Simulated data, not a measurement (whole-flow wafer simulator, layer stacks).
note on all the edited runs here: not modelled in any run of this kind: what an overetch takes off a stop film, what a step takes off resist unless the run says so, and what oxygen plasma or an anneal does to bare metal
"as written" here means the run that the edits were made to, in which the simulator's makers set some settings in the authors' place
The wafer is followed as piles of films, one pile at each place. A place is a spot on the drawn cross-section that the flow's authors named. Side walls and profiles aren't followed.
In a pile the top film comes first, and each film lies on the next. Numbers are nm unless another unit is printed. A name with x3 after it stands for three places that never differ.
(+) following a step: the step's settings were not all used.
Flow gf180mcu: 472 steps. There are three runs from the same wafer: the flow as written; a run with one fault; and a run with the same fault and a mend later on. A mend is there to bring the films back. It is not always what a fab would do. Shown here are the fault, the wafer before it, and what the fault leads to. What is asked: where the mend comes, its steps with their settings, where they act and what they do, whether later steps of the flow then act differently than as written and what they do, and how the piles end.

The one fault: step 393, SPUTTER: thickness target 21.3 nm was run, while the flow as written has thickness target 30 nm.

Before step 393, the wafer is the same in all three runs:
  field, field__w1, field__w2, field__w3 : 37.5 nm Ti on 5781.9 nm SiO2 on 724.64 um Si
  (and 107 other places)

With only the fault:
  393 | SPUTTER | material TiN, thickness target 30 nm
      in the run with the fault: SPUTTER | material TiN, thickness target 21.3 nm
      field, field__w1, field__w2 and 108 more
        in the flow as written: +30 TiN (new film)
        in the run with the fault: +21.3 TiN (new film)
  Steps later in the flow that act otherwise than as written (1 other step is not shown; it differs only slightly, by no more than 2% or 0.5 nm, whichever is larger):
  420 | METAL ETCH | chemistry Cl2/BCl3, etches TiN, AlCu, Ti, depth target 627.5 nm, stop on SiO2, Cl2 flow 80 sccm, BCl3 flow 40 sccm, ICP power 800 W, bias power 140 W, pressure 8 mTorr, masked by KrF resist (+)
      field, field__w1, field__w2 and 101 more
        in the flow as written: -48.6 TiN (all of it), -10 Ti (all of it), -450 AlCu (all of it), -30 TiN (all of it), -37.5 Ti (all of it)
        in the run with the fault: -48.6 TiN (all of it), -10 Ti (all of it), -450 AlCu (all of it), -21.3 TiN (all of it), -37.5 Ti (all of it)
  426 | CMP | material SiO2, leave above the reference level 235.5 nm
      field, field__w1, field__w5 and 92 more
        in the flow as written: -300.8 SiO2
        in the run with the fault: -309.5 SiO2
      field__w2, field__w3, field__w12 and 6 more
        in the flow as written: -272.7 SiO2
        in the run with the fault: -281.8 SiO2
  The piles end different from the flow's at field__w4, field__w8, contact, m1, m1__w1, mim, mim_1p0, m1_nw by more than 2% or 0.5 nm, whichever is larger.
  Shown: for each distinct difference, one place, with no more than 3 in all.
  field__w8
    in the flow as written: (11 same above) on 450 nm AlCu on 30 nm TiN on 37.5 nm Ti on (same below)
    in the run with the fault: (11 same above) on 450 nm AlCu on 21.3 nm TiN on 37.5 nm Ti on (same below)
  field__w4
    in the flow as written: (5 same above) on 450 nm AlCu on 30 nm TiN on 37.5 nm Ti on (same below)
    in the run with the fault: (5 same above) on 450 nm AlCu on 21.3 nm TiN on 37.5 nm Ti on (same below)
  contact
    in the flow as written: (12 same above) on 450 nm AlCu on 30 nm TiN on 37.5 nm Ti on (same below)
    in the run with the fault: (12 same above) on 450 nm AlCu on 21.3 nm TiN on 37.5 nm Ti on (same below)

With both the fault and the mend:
  The mend follows step 393.
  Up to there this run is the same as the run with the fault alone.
  393a | SPUTTER | material TiN, thickness target 8.7 nm (a further turn of the flow's step 393, with different settings)
      field, field__w1, field__w2 and 108 more
        +8.7 TiN
  Every later step of the flow that is run acts as written at every place that is followed.
  At every place that both follow, the piles at the end match the flow's.
